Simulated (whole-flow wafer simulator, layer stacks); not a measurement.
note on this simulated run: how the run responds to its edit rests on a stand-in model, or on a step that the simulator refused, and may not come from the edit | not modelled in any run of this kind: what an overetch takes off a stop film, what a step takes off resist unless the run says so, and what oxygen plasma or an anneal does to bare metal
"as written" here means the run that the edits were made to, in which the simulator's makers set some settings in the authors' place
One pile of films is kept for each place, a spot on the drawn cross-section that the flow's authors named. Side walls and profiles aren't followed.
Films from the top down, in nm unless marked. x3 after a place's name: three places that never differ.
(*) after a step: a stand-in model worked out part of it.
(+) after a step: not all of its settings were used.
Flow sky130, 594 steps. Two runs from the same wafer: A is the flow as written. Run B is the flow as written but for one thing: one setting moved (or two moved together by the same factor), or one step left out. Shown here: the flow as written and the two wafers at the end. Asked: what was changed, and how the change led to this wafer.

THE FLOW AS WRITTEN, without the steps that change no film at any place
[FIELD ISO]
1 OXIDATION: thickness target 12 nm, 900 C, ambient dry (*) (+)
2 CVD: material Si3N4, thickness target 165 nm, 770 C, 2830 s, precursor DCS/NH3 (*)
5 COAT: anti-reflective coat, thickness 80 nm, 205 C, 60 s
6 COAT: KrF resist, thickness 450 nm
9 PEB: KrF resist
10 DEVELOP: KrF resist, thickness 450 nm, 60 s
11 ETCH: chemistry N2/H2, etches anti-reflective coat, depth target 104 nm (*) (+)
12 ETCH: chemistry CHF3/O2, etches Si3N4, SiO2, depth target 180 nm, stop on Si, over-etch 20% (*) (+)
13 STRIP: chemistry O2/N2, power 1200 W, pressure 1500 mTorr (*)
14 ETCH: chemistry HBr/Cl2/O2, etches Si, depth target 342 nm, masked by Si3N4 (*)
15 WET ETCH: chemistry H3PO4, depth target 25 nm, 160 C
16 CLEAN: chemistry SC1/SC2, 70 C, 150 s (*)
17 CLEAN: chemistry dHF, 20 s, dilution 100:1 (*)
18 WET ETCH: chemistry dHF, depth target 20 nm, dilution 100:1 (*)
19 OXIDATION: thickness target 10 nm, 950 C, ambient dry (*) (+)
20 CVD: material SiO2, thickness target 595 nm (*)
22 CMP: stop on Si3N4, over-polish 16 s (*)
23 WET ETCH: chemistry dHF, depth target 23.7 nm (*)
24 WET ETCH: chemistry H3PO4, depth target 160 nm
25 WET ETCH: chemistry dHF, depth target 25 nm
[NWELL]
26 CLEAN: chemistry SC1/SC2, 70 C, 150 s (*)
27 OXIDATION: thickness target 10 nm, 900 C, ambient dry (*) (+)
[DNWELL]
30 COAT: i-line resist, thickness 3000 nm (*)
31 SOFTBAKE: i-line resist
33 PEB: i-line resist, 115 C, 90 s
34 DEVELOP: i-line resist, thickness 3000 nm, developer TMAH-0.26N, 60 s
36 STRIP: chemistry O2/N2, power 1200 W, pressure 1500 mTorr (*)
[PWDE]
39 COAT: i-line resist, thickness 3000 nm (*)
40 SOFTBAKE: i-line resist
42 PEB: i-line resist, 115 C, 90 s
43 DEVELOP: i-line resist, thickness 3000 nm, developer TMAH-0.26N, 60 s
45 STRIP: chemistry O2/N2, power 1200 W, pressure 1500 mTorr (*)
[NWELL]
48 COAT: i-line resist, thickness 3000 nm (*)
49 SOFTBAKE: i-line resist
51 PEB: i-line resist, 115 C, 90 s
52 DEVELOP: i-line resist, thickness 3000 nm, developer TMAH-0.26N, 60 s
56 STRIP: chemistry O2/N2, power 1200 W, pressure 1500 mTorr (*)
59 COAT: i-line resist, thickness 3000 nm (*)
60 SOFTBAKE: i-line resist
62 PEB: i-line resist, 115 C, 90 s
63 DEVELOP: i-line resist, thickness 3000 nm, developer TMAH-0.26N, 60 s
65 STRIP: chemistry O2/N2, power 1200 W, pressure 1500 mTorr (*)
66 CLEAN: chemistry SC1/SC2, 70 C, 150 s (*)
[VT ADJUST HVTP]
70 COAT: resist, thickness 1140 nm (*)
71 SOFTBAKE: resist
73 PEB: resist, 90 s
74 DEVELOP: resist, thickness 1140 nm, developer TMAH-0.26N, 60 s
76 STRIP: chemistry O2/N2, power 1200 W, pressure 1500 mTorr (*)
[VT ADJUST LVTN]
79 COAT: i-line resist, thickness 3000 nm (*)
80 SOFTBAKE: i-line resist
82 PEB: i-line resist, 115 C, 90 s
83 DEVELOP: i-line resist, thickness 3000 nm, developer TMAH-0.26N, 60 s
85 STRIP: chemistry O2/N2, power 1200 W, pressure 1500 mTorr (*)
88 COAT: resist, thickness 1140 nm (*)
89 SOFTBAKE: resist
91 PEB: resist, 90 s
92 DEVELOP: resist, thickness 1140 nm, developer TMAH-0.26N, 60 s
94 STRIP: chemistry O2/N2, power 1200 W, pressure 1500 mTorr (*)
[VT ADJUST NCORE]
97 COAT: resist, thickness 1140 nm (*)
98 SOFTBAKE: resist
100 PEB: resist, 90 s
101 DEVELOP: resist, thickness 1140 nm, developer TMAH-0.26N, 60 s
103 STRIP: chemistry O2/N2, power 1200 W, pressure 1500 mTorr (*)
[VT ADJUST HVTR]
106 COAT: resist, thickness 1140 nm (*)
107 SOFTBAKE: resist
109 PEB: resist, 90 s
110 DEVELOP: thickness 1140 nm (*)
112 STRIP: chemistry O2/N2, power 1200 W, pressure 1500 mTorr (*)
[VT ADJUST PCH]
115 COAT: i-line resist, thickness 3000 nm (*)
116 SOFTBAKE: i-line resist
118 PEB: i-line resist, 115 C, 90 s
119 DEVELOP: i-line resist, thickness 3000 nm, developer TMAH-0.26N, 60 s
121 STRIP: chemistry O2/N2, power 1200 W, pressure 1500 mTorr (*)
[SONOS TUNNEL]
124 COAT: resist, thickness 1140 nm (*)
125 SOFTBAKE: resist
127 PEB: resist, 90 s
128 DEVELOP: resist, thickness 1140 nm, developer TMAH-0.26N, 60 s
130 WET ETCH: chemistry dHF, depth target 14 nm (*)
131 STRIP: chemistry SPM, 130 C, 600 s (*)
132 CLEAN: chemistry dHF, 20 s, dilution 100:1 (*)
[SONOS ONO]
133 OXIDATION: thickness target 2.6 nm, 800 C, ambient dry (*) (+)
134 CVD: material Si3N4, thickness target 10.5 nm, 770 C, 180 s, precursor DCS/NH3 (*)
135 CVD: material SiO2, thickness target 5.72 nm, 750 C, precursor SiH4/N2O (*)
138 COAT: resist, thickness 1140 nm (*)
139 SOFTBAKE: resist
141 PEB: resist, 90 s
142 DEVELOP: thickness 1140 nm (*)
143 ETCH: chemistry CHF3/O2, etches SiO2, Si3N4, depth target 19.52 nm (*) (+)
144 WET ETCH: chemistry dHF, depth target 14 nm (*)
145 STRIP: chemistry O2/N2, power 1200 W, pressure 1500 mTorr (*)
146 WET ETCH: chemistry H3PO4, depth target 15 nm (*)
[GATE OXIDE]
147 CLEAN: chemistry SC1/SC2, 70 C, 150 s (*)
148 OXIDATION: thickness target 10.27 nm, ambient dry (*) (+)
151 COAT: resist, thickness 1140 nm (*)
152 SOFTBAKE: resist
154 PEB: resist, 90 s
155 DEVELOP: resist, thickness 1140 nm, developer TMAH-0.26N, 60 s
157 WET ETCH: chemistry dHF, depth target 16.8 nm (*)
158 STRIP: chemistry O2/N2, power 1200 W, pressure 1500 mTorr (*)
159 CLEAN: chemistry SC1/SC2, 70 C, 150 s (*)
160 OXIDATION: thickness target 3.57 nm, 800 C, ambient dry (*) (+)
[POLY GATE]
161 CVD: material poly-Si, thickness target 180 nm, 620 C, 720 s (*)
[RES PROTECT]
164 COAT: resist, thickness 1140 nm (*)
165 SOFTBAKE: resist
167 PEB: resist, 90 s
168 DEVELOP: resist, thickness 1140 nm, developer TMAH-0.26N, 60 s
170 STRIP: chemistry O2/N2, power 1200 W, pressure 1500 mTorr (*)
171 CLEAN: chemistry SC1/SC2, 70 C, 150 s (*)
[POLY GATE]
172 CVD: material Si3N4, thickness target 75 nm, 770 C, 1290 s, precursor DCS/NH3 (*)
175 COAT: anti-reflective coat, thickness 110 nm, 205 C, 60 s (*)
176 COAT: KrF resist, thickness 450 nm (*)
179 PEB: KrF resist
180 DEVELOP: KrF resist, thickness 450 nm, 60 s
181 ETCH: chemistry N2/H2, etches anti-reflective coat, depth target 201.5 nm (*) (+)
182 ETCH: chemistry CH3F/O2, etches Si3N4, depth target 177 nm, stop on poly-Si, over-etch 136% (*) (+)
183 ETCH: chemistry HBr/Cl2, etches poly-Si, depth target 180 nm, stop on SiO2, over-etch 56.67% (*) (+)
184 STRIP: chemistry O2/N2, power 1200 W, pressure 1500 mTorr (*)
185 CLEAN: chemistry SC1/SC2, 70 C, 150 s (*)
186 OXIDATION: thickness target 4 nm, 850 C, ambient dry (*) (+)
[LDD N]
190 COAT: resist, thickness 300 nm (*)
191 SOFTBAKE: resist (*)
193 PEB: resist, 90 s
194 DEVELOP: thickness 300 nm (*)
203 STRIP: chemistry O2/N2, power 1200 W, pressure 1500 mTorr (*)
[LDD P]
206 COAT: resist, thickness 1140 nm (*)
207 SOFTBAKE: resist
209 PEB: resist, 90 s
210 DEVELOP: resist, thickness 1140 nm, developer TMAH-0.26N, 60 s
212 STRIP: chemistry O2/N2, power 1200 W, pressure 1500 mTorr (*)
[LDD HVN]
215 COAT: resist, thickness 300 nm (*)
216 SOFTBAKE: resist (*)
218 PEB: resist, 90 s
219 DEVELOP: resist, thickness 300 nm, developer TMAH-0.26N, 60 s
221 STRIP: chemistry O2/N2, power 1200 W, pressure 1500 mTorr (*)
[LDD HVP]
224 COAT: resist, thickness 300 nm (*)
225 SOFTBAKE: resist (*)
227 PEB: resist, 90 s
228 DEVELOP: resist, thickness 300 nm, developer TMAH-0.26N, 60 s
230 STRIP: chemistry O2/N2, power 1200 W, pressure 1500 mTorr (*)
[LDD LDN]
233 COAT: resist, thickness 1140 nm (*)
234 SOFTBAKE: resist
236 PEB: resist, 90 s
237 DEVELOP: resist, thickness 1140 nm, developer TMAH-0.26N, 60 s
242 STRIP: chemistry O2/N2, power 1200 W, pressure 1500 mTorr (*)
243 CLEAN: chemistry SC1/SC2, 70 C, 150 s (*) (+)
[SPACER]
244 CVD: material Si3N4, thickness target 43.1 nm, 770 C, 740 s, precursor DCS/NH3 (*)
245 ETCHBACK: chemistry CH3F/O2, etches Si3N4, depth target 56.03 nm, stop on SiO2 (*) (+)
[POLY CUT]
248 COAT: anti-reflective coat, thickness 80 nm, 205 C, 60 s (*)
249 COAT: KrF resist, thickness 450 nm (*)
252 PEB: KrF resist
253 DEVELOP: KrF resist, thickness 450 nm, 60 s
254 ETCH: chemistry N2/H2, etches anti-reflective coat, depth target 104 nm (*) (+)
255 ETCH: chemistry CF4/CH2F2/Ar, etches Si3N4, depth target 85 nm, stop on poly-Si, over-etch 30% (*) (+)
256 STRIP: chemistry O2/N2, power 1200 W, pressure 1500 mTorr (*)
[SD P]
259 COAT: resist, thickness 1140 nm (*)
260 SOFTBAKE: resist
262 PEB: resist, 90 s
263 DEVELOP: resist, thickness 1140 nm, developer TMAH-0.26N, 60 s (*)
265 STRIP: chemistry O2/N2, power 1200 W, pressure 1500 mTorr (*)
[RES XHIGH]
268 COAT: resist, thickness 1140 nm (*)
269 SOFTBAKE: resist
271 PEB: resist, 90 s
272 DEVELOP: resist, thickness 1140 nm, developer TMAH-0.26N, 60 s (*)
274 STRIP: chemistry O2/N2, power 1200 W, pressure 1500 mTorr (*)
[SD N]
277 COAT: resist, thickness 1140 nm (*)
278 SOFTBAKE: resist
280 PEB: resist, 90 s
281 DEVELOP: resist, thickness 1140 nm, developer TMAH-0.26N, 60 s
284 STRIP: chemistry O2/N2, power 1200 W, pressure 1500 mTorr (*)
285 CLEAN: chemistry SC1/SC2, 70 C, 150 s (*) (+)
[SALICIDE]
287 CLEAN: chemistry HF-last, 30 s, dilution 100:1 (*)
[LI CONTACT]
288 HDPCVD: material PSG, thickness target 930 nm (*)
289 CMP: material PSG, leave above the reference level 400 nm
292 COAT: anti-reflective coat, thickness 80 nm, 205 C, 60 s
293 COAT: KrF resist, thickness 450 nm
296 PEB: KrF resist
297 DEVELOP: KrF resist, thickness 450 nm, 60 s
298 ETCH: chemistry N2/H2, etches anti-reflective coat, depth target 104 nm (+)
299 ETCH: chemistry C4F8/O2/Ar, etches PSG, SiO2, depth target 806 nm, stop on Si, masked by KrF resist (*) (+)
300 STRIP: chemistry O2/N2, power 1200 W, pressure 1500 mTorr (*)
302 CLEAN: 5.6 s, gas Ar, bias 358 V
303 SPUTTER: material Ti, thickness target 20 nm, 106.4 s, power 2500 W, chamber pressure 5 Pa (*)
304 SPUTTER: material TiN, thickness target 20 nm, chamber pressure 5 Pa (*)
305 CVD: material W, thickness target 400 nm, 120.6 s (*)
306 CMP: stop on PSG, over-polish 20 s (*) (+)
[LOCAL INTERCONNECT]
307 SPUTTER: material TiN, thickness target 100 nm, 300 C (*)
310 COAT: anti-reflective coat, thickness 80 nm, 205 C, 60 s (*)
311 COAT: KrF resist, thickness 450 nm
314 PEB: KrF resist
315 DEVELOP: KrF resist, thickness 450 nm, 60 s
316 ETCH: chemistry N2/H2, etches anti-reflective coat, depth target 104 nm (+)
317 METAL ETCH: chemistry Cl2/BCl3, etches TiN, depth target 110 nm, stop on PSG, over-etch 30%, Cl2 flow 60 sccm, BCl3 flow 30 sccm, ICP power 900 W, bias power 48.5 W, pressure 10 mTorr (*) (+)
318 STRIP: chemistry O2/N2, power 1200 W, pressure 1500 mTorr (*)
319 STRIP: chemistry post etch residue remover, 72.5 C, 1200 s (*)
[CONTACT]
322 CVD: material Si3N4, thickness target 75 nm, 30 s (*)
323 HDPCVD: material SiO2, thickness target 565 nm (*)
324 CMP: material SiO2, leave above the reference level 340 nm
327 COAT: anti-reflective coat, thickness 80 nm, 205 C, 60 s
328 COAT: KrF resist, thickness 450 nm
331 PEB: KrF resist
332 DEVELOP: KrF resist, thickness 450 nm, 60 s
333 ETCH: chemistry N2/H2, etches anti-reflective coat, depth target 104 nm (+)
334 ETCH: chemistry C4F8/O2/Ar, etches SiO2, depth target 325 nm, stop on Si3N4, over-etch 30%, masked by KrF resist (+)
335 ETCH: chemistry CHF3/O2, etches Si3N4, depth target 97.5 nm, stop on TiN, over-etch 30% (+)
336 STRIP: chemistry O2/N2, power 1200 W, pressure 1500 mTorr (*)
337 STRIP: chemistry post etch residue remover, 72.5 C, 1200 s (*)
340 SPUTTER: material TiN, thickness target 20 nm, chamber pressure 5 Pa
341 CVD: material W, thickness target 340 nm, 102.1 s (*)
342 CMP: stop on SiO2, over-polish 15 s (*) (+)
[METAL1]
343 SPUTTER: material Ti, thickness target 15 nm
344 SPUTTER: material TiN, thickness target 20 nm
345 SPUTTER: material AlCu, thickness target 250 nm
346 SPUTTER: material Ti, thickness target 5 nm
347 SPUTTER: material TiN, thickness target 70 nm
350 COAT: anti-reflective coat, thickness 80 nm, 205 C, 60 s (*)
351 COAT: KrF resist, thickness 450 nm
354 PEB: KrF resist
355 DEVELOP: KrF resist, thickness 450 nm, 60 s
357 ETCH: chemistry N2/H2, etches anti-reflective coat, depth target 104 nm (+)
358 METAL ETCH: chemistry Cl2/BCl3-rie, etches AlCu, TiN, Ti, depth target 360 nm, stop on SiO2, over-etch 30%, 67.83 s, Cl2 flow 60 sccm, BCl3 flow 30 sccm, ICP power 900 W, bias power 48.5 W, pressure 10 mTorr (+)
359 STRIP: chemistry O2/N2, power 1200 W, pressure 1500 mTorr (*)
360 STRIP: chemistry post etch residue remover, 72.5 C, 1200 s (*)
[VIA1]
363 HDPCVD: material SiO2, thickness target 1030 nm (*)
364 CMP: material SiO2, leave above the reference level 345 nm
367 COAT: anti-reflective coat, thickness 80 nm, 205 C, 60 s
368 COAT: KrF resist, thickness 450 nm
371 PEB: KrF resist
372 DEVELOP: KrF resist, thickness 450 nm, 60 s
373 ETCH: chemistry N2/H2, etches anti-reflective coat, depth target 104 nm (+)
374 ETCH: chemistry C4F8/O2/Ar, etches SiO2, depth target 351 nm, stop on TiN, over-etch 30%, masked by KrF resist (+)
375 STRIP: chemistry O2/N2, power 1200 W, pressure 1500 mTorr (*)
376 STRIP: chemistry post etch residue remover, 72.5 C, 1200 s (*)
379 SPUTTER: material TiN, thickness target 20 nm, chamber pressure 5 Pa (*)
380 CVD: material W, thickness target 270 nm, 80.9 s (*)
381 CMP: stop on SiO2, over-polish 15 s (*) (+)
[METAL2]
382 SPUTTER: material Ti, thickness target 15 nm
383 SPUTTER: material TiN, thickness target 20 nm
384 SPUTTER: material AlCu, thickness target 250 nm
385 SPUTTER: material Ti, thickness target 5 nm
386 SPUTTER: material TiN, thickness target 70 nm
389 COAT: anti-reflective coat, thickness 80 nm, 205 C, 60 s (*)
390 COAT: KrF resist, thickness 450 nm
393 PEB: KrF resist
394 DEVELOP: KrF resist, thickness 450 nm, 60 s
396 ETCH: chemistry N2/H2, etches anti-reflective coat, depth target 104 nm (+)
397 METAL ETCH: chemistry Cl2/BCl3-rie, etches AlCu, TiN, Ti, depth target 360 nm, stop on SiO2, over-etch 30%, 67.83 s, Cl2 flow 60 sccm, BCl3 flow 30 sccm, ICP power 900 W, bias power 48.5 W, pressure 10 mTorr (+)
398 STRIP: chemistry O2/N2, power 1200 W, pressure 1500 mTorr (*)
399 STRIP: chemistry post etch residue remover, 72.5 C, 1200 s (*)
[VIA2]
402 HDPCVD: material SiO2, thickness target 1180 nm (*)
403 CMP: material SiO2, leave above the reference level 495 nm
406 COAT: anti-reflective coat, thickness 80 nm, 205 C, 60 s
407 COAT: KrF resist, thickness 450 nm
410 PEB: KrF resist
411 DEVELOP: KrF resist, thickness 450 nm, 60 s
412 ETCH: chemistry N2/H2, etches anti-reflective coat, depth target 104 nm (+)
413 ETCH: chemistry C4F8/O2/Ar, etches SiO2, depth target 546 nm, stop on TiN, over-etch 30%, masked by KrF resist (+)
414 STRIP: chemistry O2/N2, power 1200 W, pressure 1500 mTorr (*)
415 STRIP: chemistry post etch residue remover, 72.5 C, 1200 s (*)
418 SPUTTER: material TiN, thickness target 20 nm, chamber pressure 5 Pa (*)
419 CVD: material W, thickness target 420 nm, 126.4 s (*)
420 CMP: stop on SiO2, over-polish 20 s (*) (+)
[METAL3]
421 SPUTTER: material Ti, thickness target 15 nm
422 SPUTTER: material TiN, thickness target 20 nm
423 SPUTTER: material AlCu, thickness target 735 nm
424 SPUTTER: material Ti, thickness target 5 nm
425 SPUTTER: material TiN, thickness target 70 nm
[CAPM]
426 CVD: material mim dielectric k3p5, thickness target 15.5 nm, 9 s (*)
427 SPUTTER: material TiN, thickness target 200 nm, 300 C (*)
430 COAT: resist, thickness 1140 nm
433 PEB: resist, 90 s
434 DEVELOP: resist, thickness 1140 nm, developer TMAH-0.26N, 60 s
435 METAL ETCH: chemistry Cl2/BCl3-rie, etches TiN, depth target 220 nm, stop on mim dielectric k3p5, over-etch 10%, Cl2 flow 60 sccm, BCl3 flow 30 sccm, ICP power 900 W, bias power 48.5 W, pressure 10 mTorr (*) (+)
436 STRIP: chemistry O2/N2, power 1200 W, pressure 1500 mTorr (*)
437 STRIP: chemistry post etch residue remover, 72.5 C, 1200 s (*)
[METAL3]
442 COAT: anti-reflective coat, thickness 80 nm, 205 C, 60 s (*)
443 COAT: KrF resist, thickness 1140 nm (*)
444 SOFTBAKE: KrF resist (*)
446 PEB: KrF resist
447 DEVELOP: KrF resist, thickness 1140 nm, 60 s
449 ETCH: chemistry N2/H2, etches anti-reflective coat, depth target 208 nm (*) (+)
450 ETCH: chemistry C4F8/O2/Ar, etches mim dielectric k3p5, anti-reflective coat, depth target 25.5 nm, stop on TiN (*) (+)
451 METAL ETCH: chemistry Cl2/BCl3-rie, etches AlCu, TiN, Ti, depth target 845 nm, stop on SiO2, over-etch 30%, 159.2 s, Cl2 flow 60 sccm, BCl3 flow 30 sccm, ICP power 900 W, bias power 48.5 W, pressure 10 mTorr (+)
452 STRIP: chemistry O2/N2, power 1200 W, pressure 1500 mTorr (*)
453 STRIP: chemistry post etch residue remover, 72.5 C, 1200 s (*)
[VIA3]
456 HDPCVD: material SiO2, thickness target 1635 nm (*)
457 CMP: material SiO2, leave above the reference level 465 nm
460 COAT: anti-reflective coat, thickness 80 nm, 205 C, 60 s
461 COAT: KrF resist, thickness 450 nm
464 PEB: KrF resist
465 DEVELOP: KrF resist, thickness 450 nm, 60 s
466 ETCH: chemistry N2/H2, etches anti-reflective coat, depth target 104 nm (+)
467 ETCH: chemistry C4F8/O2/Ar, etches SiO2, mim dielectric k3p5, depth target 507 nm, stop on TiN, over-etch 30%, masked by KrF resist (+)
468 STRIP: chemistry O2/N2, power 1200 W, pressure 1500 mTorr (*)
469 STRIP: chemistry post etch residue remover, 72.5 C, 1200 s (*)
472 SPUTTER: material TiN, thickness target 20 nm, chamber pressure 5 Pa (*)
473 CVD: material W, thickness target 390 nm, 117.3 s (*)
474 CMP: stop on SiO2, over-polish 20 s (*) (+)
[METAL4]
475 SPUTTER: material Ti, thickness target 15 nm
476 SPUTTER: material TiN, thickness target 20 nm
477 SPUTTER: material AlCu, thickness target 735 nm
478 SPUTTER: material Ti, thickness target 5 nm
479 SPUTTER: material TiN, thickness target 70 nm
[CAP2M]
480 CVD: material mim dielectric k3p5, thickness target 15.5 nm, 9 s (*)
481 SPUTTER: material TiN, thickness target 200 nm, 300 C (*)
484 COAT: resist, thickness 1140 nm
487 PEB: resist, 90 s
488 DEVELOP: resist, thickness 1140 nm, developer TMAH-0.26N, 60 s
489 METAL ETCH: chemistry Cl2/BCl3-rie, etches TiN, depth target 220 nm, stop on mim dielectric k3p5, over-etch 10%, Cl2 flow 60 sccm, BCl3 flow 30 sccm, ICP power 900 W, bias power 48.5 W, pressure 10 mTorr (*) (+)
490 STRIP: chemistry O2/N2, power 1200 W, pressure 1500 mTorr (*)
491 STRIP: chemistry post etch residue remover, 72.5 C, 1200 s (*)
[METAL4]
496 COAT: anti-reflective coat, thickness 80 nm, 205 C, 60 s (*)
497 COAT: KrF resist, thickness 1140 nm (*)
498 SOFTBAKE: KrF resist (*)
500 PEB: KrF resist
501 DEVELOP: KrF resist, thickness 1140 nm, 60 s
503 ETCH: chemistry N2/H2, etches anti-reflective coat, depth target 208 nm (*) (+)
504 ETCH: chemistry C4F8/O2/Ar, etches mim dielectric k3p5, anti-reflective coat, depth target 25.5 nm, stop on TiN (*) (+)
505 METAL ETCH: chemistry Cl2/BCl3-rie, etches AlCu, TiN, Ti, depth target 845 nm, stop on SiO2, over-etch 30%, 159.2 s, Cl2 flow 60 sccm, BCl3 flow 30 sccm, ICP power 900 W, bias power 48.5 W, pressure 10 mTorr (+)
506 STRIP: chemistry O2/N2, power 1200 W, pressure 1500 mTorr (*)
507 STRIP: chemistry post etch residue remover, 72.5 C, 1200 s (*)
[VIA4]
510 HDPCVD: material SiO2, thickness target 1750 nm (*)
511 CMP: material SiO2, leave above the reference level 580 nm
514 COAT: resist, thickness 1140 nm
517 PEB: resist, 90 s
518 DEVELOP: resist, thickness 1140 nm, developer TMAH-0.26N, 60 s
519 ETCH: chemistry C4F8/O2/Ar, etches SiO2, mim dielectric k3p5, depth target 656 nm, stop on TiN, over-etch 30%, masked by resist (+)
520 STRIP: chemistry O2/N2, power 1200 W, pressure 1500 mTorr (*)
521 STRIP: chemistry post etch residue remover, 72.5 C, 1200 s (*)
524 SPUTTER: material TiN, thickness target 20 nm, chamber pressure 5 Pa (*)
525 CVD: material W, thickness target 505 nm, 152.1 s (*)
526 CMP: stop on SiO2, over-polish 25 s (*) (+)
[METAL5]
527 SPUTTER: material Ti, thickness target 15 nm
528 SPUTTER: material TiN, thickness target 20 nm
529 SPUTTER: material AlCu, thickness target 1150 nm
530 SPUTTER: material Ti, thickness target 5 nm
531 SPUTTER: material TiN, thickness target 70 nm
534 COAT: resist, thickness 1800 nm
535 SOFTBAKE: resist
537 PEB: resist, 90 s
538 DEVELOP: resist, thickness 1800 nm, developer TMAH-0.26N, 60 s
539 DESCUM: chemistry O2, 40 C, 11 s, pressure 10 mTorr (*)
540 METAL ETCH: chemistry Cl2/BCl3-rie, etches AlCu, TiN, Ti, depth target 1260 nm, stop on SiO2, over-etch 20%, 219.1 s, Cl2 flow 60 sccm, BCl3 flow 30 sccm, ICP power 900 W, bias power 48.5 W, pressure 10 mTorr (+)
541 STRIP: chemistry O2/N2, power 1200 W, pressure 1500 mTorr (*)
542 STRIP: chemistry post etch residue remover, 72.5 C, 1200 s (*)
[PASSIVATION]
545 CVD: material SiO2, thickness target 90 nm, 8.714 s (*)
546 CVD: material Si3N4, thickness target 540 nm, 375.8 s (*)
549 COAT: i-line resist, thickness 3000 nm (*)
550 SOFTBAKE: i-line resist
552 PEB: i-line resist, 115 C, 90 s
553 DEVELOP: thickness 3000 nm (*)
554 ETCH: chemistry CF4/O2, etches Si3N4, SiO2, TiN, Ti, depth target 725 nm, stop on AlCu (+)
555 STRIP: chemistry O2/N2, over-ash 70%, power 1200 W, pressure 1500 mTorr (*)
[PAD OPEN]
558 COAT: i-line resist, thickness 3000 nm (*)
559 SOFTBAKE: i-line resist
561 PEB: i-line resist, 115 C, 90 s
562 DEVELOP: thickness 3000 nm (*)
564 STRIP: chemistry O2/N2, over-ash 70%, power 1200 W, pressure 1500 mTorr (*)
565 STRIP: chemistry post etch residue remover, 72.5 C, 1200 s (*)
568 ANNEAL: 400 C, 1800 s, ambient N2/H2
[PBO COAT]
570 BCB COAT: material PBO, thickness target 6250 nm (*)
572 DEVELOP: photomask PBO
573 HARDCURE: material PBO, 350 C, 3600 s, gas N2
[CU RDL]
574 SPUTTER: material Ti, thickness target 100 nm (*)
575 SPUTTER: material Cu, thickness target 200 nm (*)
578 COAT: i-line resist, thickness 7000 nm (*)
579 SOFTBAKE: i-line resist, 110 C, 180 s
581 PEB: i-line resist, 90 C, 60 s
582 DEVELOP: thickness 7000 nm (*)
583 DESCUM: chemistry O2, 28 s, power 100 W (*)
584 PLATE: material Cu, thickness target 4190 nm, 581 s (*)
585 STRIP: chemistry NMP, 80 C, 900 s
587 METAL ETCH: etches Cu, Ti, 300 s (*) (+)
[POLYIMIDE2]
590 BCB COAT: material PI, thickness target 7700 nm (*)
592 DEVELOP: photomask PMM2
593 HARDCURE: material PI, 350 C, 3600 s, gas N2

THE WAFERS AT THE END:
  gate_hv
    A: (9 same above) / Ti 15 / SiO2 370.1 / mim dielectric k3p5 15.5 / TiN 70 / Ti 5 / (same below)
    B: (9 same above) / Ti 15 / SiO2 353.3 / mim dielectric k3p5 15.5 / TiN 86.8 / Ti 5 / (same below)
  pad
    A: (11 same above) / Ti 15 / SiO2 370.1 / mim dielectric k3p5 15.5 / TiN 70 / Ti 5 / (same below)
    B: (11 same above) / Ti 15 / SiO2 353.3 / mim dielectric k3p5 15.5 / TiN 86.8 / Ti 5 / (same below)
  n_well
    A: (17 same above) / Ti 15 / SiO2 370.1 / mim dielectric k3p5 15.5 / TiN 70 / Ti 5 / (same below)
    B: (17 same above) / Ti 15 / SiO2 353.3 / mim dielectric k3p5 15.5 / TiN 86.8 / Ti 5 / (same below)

The cause: step 425, SPUTTER: thickness target 86.8 nm was run, where the flow has thickness target 70 nm.
It can be read off the wafer: gate_hv has TiN 86.8, and step 425 as written asks for 70 nm.

How the change led to this, step by step:
  425 SPUTTER: material TiN, thickness target 70 nm
      field, active, n_well and 188 more: A TiN +70 (new film) | B TiN +86.8 (new film)
  451 METAL ETCH: chemistry Cl2/BCl3-rie, etches AlCu, TiN, Ti, depth target 845 nm, stop on SiO2, over-etch 30%, 159.2 s, Cl2 flow 60 sccm, BCl3 flow 30 sccm, ICP power 900 W, bias power 48.5 W, pressure 10 mTorr (+)
      field, active, gate and 69 more: A TiN -70 (all of it), Ti -5 (all of it), AlCu -735 (all of it), TiN -20 (all of it), Ti -15 (all of it), SiO2 -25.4 | B TiN -86.8 (all of it), Ti -5 (all of it), AlCu -735 (all of it), TiN -20 (all of it), Ti -15 (all of it), SiO2 -23.7
      vpp_ln, vpp_iso2, ndiff_ln and 10 more: A TiN -70 (all of it), Ti -5 (all of it), AlCu -735 (all of it), TiN -20 (all of it), Ti -15 (all of it), SiO2 -25.3 | B TiN -86.8 (all of it), Ti -5 (all of it), AlCu -735 (all of it), TiN -20 (all of it), Ti -15 (all of it), SiO2 -23.7
  467 ETCH: chemistry C4F8/O2/Ar, etches SiO2, mim dielectric k3p5, depth target 507 nm, stop on TiN, over-etch 30%, masked by KrF resist (+)
      field, active, n_well and 187 more: A KrF resist -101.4 | B KrF resist -97
      m1: A SiO2 -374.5 (all of it), mim dielectric k3p5 -15.5 (all of it) | B SiO2 -357.7 (all of it), mim dielectric k3p5 -15.5 (all of it)
      (and at 1 more place)
  473 CVD: material W, thickness target 390 nm, 117.3 s (*)
      m1: A W +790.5 (new film) | B W +773.4 (new film)
      via3_hole: A W +789.9 (new film) | B W +772.8 (new film)
